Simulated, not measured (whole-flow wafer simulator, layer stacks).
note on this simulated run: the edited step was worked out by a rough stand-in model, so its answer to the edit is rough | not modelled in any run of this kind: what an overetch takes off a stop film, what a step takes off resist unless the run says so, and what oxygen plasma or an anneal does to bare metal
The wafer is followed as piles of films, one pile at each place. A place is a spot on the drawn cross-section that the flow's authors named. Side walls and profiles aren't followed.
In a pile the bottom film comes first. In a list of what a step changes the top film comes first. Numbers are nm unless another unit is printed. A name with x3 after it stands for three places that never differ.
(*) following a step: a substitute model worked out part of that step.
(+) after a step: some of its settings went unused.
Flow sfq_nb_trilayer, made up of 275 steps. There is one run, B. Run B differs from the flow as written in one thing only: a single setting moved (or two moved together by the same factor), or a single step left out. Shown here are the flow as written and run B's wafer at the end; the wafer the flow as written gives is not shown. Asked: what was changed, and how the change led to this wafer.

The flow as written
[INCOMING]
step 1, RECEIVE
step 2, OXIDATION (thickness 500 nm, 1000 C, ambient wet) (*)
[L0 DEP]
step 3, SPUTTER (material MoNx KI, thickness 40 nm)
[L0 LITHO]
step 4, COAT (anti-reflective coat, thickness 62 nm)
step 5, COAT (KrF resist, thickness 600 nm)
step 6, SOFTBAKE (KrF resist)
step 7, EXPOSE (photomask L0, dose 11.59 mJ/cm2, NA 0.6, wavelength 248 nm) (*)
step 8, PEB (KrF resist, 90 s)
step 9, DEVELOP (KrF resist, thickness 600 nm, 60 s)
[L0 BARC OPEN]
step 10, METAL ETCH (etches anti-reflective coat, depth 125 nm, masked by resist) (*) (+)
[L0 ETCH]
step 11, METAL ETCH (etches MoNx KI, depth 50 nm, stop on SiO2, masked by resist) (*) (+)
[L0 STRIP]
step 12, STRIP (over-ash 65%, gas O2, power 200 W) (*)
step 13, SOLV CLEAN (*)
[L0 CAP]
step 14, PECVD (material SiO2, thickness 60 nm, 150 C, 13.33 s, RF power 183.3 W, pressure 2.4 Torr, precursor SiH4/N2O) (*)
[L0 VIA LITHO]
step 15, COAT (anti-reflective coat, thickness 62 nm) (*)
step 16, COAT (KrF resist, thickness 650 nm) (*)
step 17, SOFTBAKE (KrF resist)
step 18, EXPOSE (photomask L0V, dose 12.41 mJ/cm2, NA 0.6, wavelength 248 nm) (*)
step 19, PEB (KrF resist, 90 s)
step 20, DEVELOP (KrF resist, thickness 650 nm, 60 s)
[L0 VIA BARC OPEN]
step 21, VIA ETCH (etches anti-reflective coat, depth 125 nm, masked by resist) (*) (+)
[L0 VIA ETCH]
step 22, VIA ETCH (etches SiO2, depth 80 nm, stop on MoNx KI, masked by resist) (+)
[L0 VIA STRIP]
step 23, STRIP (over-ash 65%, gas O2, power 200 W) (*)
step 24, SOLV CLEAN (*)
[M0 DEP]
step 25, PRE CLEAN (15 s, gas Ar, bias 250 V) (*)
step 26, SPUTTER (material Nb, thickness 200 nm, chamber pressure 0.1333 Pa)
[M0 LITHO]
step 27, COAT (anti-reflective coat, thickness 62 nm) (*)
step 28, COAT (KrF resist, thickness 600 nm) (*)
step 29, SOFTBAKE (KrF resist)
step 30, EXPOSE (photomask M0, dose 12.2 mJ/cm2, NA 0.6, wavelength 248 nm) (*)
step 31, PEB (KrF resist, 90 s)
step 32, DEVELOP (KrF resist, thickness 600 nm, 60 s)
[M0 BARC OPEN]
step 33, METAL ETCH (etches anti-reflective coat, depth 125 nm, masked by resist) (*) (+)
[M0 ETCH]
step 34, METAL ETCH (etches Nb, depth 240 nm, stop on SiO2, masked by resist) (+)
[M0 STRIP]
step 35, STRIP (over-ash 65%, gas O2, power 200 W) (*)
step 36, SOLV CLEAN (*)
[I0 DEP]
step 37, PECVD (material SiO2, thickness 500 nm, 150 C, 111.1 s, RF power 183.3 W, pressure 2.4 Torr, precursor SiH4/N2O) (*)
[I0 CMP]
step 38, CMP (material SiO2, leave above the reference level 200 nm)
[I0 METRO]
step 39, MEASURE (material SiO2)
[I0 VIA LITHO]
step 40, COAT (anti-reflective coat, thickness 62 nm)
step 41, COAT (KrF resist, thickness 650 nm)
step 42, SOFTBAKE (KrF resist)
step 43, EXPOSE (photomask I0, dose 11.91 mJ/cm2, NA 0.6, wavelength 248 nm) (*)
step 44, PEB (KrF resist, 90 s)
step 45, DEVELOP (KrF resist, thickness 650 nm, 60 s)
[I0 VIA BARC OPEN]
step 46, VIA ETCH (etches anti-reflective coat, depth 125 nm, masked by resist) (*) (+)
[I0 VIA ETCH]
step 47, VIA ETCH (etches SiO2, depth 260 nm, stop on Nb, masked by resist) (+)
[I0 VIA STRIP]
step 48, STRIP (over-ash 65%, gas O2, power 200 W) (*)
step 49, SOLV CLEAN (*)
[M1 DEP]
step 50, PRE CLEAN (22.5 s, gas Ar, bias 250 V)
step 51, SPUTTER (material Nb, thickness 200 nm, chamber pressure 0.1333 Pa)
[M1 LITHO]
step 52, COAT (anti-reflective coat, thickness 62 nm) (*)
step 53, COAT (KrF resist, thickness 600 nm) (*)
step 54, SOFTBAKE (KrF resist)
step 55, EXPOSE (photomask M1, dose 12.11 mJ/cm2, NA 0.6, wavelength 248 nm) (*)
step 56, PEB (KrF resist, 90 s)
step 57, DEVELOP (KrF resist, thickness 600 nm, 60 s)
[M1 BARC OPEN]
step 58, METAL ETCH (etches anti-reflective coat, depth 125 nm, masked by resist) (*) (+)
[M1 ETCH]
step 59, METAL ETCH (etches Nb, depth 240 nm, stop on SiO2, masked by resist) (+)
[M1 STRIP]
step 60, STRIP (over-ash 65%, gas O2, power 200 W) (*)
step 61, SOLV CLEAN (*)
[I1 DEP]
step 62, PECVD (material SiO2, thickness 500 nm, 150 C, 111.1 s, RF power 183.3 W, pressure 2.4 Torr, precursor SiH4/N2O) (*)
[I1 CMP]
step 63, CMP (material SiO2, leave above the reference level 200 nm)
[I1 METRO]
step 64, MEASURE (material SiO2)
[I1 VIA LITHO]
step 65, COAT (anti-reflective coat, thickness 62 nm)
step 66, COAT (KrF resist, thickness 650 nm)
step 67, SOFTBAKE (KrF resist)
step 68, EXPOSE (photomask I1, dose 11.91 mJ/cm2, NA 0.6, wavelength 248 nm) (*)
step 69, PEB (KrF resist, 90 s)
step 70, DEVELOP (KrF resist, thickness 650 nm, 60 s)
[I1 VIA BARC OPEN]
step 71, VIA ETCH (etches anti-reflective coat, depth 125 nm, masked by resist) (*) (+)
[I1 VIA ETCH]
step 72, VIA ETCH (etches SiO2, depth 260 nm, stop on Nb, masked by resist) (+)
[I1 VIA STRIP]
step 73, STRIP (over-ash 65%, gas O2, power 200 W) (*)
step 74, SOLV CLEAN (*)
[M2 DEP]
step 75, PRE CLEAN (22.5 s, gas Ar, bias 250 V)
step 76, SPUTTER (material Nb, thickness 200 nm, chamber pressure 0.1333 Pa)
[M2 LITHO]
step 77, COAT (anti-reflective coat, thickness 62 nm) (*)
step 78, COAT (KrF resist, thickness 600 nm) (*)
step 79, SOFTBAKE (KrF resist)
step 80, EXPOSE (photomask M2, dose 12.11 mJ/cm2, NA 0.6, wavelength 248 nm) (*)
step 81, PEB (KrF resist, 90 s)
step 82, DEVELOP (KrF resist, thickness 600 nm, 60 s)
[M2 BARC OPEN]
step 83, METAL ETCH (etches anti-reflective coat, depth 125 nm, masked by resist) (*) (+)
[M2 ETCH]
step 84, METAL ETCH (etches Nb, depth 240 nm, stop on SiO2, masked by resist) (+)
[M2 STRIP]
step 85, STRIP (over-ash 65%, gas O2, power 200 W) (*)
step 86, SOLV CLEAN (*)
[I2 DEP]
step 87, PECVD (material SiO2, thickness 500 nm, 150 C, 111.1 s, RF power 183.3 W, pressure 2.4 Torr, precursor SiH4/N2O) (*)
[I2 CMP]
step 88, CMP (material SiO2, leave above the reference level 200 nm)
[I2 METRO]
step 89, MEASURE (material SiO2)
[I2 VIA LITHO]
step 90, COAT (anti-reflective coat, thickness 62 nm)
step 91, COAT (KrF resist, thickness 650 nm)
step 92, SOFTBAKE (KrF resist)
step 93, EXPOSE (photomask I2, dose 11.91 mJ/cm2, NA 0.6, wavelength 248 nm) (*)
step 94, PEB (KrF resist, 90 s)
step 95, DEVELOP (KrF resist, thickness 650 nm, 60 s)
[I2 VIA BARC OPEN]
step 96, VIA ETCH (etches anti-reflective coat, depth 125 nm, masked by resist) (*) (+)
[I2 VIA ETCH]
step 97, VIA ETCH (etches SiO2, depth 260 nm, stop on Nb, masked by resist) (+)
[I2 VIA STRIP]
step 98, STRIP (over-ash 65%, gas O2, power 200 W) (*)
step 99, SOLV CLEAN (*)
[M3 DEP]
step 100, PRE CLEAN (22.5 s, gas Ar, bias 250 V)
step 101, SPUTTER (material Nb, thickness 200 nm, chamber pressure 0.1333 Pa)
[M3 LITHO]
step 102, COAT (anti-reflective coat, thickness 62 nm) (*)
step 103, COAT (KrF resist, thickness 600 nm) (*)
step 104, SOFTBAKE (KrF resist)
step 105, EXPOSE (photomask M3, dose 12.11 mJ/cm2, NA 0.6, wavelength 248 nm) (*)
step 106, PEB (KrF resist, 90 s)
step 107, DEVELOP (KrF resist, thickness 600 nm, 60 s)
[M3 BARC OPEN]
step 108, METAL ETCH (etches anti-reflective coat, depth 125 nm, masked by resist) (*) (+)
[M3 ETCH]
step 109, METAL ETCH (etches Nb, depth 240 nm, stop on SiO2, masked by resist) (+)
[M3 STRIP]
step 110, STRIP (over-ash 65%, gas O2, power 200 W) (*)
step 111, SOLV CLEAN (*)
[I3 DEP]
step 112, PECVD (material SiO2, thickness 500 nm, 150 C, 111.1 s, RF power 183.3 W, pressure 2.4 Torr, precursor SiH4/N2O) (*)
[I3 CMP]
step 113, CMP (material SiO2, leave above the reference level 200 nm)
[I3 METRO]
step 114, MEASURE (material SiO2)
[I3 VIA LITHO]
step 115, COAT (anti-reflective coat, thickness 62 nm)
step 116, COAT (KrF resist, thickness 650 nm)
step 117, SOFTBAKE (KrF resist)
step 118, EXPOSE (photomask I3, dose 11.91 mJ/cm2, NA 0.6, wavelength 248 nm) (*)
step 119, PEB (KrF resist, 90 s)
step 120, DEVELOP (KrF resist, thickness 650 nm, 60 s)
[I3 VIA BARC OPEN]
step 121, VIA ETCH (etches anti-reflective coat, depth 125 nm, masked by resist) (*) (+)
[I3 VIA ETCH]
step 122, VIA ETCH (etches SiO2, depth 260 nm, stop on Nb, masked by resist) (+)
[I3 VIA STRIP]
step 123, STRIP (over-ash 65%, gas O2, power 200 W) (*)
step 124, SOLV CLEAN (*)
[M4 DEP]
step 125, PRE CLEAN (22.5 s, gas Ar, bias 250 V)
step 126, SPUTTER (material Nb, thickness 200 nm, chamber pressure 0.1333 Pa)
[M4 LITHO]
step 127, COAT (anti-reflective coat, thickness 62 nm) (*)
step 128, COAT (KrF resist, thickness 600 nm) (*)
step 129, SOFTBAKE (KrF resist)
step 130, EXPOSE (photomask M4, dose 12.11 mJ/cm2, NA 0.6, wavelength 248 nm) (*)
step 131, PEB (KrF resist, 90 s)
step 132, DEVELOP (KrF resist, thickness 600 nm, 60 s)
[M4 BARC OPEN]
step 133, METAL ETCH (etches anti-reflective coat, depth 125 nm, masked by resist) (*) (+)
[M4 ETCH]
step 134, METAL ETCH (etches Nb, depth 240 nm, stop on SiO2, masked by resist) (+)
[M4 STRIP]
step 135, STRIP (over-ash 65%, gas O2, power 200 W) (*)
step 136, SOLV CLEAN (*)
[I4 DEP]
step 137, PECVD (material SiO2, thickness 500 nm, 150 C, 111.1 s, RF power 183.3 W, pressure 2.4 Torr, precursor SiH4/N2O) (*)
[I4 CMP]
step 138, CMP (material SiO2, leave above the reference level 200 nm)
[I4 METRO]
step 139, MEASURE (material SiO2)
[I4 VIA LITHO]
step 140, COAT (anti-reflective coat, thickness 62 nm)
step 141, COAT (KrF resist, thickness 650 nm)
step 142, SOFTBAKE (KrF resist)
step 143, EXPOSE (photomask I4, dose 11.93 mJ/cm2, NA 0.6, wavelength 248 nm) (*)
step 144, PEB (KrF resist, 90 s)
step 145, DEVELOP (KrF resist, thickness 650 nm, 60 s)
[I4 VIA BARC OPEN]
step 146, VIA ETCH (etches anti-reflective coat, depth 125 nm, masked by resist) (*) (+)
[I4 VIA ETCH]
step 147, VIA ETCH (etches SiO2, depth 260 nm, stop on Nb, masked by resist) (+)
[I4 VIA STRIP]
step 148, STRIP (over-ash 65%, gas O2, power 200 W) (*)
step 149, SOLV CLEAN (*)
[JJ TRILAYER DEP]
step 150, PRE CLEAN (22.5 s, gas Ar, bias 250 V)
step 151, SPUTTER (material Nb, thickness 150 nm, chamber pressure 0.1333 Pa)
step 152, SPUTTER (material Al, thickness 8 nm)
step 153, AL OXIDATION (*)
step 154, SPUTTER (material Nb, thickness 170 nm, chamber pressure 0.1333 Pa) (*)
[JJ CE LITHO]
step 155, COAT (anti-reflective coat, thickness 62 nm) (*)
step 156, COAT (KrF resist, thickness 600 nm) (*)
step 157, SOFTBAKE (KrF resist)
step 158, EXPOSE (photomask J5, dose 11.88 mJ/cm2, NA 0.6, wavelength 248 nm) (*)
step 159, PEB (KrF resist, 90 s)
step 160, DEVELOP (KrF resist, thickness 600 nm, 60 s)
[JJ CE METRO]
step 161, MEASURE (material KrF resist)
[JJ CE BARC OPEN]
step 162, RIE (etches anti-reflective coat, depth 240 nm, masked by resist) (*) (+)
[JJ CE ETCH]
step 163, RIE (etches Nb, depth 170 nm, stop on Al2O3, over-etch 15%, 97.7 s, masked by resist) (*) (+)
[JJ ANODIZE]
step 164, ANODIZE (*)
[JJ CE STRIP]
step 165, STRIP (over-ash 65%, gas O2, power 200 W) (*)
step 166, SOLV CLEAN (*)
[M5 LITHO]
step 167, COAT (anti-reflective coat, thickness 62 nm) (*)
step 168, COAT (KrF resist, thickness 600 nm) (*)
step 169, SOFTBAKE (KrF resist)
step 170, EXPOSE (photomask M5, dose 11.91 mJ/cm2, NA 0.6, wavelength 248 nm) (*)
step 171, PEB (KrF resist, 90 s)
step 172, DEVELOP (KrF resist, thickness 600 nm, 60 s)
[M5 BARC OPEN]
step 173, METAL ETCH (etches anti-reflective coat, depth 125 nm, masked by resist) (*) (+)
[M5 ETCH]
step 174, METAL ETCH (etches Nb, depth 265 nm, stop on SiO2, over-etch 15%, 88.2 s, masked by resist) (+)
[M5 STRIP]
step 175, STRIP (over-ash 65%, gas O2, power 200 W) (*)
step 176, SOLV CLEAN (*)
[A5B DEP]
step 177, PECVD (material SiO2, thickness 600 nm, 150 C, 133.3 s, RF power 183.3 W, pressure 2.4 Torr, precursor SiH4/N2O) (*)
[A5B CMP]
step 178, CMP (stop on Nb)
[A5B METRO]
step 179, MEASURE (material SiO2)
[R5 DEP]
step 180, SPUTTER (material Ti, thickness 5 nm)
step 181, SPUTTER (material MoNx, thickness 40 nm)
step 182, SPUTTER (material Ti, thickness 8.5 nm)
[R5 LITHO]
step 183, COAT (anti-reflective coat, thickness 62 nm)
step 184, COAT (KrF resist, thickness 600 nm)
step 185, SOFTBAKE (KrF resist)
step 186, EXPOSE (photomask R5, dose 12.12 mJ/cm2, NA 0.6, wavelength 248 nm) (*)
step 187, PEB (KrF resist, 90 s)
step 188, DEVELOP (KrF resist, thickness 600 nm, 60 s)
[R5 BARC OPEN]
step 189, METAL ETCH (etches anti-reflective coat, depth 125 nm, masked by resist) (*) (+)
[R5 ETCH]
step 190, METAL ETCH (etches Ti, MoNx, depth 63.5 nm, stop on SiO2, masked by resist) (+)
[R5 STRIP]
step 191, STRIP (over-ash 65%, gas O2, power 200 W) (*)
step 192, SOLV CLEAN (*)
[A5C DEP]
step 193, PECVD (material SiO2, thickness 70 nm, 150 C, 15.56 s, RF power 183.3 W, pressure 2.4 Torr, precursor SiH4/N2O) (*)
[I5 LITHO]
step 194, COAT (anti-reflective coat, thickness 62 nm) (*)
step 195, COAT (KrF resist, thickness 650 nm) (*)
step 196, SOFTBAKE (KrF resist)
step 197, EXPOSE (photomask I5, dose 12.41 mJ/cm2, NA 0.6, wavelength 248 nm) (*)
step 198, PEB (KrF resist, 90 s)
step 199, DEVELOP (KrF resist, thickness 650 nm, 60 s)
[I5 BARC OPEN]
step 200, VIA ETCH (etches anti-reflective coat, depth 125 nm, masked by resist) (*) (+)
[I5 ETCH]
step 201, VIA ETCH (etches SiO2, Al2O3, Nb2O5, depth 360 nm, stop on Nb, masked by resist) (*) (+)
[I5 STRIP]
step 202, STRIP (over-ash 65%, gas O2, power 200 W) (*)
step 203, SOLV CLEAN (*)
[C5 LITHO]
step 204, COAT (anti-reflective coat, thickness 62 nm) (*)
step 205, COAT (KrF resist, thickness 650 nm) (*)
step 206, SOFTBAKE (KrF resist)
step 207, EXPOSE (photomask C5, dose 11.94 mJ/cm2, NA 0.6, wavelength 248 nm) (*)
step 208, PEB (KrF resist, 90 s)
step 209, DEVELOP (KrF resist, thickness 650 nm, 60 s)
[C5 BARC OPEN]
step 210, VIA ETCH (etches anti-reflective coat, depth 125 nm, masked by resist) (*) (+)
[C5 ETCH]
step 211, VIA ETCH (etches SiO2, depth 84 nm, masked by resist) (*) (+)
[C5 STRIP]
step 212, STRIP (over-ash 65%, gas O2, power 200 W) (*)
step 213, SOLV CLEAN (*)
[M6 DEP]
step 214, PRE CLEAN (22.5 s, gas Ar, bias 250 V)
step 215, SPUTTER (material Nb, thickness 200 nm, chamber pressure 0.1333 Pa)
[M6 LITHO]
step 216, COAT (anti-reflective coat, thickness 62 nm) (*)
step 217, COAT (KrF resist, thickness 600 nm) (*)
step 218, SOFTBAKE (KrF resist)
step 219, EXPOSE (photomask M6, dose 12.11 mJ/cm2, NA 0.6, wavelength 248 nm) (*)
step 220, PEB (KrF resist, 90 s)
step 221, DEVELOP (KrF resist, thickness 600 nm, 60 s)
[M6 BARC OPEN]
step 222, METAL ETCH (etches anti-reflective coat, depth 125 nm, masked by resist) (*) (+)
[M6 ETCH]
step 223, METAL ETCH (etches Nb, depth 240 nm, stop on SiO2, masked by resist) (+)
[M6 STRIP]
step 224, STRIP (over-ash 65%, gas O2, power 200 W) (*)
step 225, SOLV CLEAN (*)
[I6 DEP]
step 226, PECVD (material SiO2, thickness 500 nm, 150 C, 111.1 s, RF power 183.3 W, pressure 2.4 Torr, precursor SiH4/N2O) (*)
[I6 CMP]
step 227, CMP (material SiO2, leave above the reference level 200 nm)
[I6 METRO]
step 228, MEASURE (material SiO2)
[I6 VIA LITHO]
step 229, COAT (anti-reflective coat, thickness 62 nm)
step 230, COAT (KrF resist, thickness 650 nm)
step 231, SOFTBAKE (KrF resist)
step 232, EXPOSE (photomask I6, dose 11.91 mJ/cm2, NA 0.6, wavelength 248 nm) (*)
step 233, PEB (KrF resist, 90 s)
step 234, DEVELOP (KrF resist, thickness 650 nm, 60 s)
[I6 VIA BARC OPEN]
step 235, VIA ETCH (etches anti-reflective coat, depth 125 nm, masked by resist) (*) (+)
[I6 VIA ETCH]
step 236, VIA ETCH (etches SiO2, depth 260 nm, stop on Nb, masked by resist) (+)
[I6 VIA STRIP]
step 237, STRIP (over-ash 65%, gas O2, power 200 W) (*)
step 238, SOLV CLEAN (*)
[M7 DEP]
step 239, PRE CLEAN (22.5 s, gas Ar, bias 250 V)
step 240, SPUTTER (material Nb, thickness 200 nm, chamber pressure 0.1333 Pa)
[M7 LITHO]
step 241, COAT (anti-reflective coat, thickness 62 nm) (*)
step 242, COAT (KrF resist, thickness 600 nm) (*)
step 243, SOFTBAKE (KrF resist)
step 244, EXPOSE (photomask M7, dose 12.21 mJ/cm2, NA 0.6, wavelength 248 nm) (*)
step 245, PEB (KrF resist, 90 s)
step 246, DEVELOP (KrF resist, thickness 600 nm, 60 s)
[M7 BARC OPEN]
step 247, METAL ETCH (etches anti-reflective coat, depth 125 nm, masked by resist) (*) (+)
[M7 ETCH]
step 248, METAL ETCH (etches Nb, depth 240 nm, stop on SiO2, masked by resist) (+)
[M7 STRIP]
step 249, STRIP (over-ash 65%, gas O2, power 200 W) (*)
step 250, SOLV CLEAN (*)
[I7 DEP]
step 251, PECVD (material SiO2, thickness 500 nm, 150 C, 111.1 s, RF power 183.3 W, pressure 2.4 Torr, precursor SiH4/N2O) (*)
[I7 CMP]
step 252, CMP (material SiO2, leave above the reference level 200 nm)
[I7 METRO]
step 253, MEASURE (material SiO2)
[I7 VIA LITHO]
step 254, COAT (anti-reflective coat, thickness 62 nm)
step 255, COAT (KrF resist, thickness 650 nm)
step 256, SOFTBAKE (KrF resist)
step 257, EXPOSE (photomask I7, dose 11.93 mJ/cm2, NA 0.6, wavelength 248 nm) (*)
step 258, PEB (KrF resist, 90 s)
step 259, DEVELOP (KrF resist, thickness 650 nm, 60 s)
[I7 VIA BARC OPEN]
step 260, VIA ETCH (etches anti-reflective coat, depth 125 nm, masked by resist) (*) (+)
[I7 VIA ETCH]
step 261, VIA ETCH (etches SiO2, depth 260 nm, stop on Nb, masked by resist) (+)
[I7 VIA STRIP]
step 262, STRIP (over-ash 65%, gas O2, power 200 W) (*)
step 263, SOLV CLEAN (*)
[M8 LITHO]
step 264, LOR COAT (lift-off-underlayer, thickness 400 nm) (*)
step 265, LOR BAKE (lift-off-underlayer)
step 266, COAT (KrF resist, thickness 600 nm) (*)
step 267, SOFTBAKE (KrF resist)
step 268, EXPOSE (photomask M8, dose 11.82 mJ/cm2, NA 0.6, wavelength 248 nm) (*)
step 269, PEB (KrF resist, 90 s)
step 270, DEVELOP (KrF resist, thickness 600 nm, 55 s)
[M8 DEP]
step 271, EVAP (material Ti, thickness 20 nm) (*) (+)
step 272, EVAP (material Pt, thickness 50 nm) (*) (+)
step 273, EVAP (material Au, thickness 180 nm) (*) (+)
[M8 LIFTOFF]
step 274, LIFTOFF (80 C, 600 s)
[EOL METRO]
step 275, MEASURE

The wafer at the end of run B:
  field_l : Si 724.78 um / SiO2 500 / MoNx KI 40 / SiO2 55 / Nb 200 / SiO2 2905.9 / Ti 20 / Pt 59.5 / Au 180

Cause: step 272, EVAP: thickness 59.5 nm was run, while the flow as written has thickness 50 nm.
The wafer lets one read it off: field_l has Pt 59.5, and step 272 as written asks for 50 nm.

Step by step, how the change led to this:
  step 272, EVAP (material Pt, thickness 50 nm) (*) (+)
      field_l, v_sur, via_wl and 103 more: Pt gains 59.5 (new film) (in the flow as written it would be: Pt gains 50 (new film))
  step 274, LIFTOFF (80 C, 600 s)
      p4_fl, p4_fm, p4_w1 and 71 more: Au loses 180 (all of it), Pt loses 59.5 (all of it), Ti loses 20 (all of it), KrF resist loses 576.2 (all of it), lift-off-underlayer loses 400 (all of it) (in the flow as written it would be: Au loses 180 (all of it), Pt loses 50 (all of it), Ti loses 20 (all of it), KrF resist loses 576.2 (all of it), lift-off-underlayer loses 400 (all of it))
      c5j, ce_r: Au loses 180 (all of it), Pt loses 59.5 (all of it), Ti loses 20 (all of it), KrF resist loses 573.3 (all of it), lift-off-underlayer loses 399.3 (all of it) (in the flow as written it would be: Au loses 180 (all of it), Pt loses 50 (all of it), Ti loses 20 (all of it), KrF resist loses 573.3 (all of it), lift-off-underlayer loses 399.3 (all of it))
      (and at 19 other places as well)
